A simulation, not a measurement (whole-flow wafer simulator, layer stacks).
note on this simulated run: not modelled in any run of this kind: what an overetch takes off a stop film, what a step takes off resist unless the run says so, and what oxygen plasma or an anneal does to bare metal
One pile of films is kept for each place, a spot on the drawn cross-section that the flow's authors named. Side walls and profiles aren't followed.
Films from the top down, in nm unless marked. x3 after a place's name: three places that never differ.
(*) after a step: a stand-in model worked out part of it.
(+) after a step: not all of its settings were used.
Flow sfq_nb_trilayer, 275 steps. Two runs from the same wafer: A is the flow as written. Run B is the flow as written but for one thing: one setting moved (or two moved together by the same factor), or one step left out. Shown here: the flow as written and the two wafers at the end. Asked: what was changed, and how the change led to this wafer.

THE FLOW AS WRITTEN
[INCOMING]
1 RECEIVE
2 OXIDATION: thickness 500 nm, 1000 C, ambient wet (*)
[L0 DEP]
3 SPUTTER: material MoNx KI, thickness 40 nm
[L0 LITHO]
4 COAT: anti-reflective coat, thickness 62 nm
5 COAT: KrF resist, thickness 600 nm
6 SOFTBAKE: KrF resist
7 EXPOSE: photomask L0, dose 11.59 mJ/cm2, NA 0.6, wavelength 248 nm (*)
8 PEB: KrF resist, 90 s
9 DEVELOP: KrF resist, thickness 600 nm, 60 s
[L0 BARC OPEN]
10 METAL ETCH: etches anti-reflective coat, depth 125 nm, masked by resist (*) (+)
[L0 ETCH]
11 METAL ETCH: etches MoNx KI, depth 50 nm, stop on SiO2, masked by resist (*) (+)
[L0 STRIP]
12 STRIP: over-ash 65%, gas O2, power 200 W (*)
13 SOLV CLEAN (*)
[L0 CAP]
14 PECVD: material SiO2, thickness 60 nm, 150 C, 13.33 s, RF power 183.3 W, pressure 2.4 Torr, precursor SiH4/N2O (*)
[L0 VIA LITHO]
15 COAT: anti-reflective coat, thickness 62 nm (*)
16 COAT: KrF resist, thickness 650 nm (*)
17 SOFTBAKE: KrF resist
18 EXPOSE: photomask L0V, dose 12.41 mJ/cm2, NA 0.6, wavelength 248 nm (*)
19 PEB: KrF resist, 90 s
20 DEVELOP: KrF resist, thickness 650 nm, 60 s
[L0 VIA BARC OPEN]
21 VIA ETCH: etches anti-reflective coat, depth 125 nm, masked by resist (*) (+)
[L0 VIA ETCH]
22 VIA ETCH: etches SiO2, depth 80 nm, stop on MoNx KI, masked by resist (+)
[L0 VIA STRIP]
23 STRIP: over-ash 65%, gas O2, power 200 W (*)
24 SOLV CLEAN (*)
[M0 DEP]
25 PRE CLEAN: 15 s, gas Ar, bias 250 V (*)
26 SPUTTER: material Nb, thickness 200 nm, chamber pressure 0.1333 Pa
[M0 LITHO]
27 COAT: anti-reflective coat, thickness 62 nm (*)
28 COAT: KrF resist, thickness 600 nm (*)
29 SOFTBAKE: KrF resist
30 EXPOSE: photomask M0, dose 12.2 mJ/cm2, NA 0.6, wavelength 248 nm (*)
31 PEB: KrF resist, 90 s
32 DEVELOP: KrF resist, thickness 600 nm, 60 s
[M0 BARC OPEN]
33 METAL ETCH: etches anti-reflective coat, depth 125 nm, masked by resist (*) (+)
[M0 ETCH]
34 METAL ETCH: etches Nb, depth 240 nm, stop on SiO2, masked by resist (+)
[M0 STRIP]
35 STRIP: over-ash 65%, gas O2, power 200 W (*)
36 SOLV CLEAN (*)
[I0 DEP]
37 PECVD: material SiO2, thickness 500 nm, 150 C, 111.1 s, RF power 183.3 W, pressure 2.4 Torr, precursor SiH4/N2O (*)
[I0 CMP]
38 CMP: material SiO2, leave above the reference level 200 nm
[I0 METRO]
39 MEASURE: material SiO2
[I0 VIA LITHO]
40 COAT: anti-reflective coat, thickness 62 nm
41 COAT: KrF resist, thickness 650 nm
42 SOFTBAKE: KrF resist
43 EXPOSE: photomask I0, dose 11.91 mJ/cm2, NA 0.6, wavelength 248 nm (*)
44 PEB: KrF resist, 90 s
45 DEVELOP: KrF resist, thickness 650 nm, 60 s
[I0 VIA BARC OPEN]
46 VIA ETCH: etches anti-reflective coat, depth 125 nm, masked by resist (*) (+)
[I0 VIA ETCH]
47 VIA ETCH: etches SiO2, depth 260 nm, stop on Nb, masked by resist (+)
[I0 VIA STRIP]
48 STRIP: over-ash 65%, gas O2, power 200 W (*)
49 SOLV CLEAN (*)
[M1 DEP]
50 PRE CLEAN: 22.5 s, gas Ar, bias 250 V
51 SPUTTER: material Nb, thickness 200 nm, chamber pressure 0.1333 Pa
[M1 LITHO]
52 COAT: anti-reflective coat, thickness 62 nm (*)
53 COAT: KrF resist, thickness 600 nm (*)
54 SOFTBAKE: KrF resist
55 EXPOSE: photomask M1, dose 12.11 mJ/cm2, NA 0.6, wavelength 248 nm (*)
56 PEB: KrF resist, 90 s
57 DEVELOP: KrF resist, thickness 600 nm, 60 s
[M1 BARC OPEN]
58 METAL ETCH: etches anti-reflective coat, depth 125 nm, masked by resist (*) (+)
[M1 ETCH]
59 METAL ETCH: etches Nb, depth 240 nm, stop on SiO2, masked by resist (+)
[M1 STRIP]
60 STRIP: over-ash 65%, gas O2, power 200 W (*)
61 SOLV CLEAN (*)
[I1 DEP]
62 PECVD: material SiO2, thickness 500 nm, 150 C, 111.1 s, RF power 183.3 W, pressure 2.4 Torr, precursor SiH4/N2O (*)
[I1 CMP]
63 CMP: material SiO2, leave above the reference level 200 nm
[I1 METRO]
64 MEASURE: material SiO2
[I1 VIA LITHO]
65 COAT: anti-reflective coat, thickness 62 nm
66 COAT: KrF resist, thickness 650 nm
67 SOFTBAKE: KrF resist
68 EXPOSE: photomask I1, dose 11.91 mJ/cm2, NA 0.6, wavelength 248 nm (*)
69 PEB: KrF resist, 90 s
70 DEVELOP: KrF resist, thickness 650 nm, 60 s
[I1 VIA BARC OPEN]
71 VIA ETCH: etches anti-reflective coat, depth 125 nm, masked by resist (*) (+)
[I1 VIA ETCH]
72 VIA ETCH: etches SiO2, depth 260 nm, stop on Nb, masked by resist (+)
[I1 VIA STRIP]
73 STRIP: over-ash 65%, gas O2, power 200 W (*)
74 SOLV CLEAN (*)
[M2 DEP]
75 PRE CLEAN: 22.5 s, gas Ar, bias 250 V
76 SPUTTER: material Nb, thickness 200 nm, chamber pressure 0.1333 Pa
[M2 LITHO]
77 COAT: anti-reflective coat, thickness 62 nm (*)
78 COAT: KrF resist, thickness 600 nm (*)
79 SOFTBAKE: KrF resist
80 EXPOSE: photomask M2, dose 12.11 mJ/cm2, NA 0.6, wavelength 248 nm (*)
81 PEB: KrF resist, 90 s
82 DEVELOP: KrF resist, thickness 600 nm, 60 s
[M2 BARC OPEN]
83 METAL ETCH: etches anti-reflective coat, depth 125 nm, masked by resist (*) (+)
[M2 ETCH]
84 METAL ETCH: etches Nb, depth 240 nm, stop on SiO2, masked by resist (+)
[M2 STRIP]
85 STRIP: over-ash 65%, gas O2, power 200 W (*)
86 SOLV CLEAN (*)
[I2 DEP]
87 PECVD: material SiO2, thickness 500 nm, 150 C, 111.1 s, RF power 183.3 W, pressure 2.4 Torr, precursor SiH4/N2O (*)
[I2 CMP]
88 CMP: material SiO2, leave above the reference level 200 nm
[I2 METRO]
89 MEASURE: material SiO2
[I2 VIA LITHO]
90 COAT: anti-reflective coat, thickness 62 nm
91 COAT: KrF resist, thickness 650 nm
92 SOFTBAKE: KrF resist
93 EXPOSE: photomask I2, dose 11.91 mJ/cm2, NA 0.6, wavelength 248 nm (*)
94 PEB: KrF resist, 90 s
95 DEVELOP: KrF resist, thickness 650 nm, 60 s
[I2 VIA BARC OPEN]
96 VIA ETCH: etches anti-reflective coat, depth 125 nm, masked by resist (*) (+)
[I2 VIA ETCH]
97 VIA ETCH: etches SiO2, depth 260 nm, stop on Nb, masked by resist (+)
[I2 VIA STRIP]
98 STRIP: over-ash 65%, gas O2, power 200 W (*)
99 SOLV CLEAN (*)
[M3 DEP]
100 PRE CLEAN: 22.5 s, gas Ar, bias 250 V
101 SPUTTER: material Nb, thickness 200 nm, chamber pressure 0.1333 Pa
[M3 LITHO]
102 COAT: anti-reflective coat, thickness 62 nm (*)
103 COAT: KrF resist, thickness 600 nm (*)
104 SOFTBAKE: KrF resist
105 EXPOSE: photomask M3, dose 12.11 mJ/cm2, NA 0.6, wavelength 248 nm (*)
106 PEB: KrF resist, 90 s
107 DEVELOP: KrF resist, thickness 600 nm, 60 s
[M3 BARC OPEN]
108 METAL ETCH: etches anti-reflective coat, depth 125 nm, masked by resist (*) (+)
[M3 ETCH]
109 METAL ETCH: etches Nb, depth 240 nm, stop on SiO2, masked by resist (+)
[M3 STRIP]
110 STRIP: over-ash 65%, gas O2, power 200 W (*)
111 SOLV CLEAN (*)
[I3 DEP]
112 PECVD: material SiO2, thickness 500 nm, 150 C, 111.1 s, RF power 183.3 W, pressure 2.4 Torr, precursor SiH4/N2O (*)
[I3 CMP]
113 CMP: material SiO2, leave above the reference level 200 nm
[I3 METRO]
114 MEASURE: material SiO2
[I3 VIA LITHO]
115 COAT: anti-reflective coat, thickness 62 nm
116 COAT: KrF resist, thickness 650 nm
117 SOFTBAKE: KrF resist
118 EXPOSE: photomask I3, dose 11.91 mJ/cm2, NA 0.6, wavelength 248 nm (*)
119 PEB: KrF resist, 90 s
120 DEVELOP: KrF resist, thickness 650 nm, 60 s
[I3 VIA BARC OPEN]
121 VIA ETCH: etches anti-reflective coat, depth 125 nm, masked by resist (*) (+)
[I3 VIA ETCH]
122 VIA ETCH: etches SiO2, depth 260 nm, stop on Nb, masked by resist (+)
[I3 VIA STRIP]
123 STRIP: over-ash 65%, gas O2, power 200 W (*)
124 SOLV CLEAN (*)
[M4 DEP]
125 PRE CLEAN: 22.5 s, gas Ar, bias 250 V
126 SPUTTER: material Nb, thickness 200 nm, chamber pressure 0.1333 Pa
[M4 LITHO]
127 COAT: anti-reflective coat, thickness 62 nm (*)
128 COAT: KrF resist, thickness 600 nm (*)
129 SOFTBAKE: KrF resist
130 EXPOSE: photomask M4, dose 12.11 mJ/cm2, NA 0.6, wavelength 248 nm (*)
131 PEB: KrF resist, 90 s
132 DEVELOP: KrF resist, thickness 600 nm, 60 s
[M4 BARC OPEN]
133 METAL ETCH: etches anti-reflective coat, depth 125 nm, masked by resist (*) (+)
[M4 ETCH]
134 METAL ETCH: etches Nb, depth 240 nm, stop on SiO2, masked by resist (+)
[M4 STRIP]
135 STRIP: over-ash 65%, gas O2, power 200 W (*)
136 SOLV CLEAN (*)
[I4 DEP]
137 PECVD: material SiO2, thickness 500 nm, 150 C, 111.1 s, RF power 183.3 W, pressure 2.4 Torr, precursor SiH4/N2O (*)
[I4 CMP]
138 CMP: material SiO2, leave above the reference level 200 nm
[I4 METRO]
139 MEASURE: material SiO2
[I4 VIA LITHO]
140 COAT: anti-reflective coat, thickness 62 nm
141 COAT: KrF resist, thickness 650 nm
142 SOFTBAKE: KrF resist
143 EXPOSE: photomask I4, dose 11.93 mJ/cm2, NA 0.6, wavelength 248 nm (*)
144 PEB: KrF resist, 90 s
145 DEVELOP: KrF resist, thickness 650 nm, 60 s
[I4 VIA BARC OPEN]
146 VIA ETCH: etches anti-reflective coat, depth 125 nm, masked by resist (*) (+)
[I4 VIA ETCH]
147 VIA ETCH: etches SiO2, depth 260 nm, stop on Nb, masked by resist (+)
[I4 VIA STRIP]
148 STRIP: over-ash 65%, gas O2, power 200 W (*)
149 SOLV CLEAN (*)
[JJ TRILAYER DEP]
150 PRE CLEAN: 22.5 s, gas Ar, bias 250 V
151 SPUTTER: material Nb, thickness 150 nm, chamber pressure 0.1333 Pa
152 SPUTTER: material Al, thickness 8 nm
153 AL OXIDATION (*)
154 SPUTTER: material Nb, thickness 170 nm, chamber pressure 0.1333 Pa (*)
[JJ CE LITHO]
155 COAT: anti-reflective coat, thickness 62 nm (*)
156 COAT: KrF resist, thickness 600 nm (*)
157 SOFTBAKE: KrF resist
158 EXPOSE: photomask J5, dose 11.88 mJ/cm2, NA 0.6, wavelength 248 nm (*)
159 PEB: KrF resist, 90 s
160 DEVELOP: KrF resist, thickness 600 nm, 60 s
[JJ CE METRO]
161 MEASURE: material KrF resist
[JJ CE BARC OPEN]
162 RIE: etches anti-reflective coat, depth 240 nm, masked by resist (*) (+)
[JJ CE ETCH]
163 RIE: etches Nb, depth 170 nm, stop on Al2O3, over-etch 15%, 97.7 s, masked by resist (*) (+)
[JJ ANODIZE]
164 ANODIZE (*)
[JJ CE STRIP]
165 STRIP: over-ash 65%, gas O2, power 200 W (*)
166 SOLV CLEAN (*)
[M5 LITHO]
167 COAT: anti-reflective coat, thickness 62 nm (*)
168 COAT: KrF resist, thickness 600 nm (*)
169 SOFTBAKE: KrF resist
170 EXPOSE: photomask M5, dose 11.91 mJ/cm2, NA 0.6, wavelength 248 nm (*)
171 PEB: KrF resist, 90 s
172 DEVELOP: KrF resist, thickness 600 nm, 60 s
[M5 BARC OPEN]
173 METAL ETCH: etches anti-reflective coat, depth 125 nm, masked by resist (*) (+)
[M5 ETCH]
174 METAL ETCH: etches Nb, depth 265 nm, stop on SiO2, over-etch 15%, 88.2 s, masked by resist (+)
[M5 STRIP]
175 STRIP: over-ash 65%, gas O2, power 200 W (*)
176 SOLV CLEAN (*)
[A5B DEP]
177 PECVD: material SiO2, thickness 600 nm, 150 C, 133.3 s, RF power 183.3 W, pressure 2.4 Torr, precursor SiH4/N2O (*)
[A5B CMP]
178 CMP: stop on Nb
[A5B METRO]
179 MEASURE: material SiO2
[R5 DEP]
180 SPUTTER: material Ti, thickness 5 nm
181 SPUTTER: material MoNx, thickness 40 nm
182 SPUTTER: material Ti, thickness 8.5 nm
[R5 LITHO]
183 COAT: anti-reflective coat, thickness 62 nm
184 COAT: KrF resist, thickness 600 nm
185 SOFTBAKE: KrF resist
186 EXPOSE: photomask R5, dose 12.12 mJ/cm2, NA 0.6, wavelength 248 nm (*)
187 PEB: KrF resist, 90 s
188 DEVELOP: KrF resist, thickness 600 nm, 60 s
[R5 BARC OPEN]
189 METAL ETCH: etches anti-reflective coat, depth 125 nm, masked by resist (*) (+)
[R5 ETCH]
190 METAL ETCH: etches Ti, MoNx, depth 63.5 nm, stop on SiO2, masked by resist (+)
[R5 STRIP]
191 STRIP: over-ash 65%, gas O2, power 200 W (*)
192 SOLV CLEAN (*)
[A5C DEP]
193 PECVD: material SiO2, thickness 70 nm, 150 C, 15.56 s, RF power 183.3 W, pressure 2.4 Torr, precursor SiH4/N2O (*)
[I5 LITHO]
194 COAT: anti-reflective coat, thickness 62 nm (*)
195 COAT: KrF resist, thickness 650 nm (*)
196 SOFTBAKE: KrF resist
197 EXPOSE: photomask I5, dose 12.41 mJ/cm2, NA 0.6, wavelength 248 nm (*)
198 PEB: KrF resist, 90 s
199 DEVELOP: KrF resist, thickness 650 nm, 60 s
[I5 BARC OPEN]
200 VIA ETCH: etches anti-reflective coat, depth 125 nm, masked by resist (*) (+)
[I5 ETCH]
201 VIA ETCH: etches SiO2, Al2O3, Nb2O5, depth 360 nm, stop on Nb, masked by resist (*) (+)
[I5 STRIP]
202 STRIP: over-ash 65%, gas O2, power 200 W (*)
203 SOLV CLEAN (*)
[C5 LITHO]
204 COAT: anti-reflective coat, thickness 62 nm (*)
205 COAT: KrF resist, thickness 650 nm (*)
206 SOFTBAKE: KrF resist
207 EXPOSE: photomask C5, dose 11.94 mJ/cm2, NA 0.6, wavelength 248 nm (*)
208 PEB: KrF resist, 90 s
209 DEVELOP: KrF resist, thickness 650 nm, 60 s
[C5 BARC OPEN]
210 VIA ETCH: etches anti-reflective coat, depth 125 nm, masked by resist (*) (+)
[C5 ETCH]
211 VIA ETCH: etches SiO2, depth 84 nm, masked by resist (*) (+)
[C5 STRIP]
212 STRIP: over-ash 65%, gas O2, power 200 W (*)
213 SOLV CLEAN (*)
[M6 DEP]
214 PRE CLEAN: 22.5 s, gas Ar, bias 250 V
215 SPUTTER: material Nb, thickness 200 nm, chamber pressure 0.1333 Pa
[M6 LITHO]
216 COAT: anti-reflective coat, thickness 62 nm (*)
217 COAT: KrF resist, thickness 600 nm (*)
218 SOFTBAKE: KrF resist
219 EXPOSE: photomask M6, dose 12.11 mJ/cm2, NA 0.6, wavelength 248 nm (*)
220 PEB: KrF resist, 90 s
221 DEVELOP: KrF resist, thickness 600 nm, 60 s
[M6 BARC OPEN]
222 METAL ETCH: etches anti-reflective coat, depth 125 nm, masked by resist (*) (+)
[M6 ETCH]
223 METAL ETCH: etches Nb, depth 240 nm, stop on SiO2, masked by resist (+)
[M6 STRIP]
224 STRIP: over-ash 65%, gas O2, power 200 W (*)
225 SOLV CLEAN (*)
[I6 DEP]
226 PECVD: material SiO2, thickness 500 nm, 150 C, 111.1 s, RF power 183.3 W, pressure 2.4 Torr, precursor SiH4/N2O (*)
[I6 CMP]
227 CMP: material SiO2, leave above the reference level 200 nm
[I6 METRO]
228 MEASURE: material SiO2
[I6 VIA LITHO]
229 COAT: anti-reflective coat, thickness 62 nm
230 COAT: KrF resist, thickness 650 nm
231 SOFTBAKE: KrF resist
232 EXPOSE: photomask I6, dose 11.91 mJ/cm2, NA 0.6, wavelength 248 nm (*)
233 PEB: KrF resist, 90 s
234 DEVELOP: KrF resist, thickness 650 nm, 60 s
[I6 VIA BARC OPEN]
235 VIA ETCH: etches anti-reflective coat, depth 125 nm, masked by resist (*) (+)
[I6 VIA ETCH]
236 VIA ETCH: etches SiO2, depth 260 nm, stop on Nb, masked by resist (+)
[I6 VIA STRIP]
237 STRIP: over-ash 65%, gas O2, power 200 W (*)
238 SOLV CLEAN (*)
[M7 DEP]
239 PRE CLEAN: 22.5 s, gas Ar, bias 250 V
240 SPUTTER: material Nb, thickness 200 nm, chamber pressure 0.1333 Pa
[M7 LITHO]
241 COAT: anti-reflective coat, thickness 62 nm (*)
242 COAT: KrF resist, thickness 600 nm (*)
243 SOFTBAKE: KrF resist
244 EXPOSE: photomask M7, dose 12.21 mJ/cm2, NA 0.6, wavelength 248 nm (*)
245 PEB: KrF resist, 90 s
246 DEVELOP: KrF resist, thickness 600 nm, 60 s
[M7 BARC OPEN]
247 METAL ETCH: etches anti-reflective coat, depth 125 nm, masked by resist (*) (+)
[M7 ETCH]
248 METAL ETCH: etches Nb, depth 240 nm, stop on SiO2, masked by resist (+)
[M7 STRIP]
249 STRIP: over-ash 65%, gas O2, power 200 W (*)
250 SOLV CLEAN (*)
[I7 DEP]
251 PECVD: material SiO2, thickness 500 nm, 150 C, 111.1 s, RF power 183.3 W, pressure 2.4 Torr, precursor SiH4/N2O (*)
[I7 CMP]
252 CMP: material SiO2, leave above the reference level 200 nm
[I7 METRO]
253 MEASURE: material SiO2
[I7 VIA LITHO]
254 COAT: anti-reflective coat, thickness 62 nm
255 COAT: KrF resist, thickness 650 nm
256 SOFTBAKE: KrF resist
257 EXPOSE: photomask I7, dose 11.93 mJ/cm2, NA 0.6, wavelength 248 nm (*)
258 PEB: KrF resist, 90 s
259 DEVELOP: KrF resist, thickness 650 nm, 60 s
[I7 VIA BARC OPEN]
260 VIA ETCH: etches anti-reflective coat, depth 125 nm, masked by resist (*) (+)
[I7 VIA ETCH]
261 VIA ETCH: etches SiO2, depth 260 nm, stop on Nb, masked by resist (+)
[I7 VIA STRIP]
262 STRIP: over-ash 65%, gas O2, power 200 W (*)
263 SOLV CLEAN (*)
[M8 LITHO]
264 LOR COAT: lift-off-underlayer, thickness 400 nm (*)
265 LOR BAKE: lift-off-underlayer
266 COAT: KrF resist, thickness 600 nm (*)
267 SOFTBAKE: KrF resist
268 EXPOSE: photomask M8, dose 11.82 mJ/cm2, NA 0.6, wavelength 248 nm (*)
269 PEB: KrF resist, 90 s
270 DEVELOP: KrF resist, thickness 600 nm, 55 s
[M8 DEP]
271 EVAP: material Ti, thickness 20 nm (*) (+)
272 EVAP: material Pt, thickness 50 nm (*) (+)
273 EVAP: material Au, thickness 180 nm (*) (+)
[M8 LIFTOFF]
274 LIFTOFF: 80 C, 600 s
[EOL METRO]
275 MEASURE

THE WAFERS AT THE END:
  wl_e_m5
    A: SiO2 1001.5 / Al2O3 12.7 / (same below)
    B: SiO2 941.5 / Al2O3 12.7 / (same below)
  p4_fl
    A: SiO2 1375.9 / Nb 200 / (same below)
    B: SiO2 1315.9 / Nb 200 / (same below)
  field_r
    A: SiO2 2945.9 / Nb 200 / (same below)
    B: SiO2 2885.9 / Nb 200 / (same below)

The cause: step 227, CMP: leave above the reference level 140 nm was run, where the flow has leave above the reference level 200 nm.

How the change led to this, step by step:
  227 CMP: material SiO2, leave above the reference level 200 nm
      field_l, p4_fl, p4_fm and 59 more: A SiO2 -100 | B SiO2 -160
      v_sur, via_wl, via_w and 15 more: A SiO2 -300 | B SiO2 -360
      (and at 26 more places)
  236 VIA ETCH: etches SiO2, depth 260 nm, stop on Nb, masked by resist (+)
      field_l, v_sur, via_wl and 102 more: A KrF resist -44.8 | B KrF resist -36.2
      via_v: A SiO2 -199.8 (all of it) | B SiO2 -139.8 (all of it)
  240 SPUTTER: material Nb, thickness 200 nm, chamber pressure 0.1333 Pa
      via_v: A Nb +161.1 | B Nb +175.7
  241 COAT: anti-reflective coat, thickness 62 nm (*)
      via_v: A anti-reflective coat +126 (new film) | B anti-reflective coat +111.5 (new film)
      wire: A anti-reflective coat +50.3 (new film) | B anti-reflective coat +51.4 (new film)
  242 COAT: KrF resist, thickness 600 nm (*)
      via_v: A KrF resist +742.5 (new film) | B KrF resist +692.2 (new film)
  249 STRIP: over-ash 65%, gas O2, power 200 W (*)
      via_v: A KrF resist -524.5 (all of it), anti-reflective coat -126 (all of it) | B KrF resist -474.4 (all of it), anti-reflective coat -111.5 (all of it)
      wire: A KrF resist -374.1 (all of it), anti-reflective coat -50.3 (all of it) | B KrF resist -378.9 (all of it), anti-reflective coat -51.4 (all of it)
  251 PECVD: material SiO2, thickness 500 nm, 150 C, 111.1 s, RF power 183.3 W, pressure 2.4 Torr, precursor SiH4/N2O (*)
      via_v: A SiO2 +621 (new film) | B SiO2 +520.3 (new film)
  252 CMP: material SiO2, leave above the reference level 200 nm
      via_v: A SiO2 -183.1 | B SiO2 -157.1
